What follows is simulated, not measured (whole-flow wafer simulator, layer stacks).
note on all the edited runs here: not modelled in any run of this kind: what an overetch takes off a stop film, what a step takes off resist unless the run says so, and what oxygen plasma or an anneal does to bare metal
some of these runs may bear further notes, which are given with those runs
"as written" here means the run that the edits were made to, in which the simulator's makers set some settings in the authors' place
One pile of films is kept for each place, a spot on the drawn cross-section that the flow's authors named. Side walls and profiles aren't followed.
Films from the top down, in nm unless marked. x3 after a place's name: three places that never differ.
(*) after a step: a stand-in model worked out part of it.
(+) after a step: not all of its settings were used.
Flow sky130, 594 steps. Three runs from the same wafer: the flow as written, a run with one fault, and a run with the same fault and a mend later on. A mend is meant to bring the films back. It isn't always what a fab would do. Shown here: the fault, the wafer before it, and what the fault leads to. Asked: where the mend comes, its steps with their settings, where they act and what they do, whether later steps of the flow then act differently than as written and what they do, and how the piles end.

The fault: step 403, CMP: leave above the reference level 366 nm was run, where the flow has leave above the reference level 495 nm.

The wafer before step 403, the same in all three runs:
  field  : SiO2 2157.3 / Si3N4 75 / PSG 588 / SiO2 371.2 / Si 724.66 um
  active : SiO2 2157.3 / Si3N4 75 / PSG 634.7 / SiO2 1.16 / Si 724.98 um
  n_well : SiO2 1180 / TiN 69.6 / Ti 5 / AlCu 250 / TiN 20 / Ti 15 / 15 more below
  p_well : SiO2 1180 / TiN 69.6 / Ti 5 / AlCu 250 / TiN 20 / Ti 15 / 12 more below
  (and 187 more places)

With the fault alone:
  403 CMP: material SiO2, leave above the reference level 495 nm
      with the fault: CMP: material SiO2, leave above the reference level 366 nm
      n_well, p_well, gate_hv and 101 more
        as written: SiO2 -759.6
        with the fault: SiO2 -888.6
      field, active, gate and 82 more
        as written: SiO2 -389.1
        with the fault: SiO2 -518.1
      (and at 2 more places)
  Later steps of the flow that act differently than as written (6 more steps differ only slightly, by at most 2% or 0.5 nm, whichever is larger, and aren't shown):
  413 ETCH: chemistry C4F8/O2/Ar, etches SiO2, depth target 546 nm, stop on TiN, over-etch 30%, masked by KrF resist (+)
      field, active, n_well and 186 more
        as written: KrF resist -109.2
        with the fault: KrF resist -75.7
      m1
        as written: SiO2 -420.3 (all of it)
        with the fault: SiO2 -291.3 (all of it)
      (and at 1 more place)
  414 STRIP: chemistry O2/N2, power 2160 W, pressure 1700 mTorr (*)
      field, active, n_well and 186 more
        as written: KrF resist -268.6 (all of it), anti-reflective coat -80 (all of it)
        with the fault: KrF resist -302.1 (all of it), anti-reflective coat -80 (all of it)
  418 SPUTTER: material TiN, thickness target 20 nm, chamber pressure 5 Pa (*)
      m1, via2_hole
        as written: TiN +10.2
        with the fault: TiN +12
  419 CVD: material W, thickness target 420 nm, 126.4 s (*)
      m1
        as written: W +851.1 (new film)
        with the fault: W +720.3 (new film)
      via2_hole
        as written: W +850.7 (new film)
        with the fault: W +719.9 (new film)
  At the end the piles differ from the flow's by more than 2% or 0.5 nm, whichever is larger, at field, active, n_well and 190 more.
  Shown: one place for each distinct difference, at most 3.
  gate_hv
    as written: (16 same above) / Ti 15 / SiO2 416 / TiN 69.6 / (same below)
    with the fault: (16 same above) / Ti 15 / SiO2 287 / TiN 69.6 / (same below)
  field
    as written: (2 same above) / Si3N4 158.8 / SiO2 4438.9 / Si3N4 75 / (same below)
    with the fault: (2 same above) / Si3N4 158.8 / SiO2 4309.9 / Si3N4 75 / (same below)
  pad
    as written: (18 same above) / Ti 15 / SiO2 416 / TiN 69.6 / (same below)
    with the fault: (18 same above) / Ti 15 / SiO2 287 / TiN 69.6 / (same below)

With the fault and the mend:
  The mend comes after step 403.
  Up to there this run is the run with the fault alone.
  403a HDPCVD: thickness target 129 nm (*) (the flow's step 402 once more, with other settings)
      field, active, n_well and 188 more
        SiO2 +129
  No later step of the flow acts differently than as written, at any place that is followed, by more than 2% or 0.5 nm, whichever is larger.
  At the end the piles are the same as the flow's at every place that both follow.
